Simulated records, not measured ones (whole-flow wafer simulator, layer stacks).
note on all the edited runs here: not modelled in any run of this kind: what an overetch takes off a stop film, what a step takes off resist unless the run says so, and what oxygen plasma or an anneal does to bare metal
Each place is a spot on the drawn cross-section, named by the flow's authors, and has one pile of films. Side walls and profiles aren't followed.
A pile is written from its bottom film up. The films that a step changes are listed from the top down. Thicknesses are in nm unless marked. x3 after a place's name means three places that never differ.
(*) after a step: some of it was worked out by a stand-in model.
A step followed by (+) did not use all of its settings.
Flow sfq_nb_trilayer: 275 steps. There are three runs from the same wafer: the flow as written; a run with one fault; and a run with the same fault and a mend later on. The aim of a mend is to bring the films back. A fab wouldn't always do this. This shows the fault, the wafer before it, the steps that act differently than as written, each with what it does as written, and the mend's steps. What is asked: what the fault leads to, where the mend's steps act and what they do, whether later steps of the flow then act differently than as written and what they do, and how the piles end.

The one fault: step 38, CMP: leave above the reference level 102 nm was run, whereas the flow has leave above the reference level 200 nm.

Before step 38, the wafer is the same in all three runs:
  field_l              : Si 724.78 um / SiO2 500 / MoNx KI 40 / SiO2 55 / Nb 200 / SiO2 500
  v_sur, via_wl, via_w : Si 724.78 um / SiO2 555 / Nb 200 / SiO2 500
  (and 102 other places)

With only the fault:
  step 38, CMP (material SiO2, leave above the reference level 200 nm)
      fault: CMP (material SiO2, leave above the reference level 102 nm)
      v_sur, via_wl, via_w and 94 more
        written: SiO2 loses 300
        fault: SiO2 loses 398
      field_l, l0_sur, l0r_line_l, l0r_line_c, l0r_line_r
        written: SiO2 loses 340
        fault: SiO2 loses 438
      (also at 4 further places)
  Steps further on in the flow that do not act as written (3 other steps are not shown; they differ only slightly, by no more than 2% or 0.5 nm, whichever is larger):
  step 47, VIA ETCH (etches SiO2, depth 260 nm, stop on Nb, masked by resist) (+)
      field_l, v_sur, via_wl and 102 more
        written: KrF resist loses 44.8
        fault: KrF resist loses 26.3
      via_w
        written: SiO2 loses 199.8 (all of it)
        fault: SiO2 loses 101.8 (all of it)
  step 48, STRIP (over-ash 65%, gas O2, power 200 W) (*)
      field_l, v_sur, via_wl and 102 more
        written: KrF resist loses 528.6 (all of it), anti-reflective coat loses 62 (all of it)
        fault: KrF resist loses 547.1 (all of it), anti-reflective coat loses 62 (all of it)
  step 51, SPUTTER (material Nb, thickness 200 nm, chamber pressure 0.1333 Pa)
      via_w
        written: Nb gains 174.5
        fault: Nb gains 194
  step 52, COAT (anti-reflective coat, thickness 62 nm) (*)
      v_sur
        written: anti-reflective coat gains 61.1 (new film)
        fault: anti-reflective coat gains 57.4 (new film)
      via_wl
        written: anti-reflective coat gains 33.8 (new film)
        fault: anti-reflective coat gains 35.4 (new film)
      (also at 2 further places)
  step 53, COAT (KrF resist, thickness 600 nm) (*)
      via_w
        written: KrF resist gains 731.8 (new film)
        fault: KrF resist gains 649.4 (new film)
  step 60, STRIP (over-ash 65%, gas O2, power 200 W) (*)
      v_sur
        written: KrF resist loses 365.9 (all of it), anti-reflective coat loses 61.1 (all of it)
        fault: KrF resist loses 377.3 (all of it), anti-reflective coat loses 57.4 (all of it)
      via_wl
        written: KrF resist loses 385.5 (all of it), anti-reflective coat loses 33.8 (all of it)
        fault: KrF resist loses 395.5 (all of it), anti-reflective coat loses 35.4 (all of it)
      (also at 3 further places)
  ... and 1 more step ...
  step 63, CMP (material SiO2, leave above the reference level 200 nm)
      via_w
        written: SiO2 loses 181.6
        fault: SiO2 loses 193
  The piles end different from the flow's at field_l, v_sur, via_wl and 103 more by more than 2% or 0.5 nm, whichever is larger.
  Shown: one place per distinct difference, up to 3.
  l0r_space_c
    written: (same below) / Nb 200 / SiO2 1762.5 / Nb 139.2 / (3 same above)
    fault: (same below) / Nb 200 / SiO2 1664.5 / Nb 139.2 / (3 same above)
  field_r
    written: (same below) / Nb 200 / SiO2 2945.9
    fault: (same below) / Nb 200 / SiO2 2847.9
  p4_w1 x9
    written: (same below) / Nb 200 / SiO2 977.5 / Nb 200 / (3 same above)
    fault: (same below) / Nb 200 / SiO2 879.5 / Nb 200 / (3 same above)

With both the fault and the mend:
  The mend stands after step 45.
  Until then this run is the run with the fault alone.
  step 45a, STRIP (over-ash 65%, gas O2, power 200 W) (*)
      field_l, v_sur, via_wl and 102 more
        KrF resist loses 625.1 (all of it), anti-reflective coat loses 62 (all of it)
      via_w
        anti-reflective coat loses 62 (all of it)
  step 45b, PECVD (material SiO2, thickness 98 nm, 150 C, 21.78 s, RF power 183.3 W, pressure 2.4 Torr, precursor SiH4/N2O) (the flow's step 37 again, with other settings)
      field_l, v_sur, via_wl and 103 more
        SiO2 gains 98
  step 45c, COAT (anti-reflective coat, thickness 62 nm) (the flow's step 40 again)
      field_l, v_sur, via_wl and 103 more
        anti-reflective coat gains 62 (new film)
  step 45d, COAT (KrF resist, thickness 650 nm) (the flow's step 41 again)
      field_l, v_sur, via_wl and 103 more
        KrF resist gains 650 (new film)
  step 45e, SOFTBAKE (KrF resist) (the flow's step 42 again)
      alters no film at any place that is followed
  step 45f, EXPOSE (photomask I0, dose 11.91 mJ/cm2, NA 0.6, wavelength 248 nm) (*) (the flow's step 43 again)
      alters no film at any place that is followed
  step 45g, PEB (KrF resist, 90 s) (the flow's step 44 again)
      field_l, v_sur, via_wl and 103 more
        KrF resist loses 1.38
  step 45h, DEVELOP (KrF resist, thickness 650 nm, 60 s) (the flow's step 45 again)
      field_l, v_sur, via_wl and 102 more
        KrF resist loses 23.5
      via_w
        KrF resist loses 648.6 (all of it)
  None of the later steps of the flow acts differently than as written at any place that is followed.
  The piles end the same as the flow's at every place that both follow.
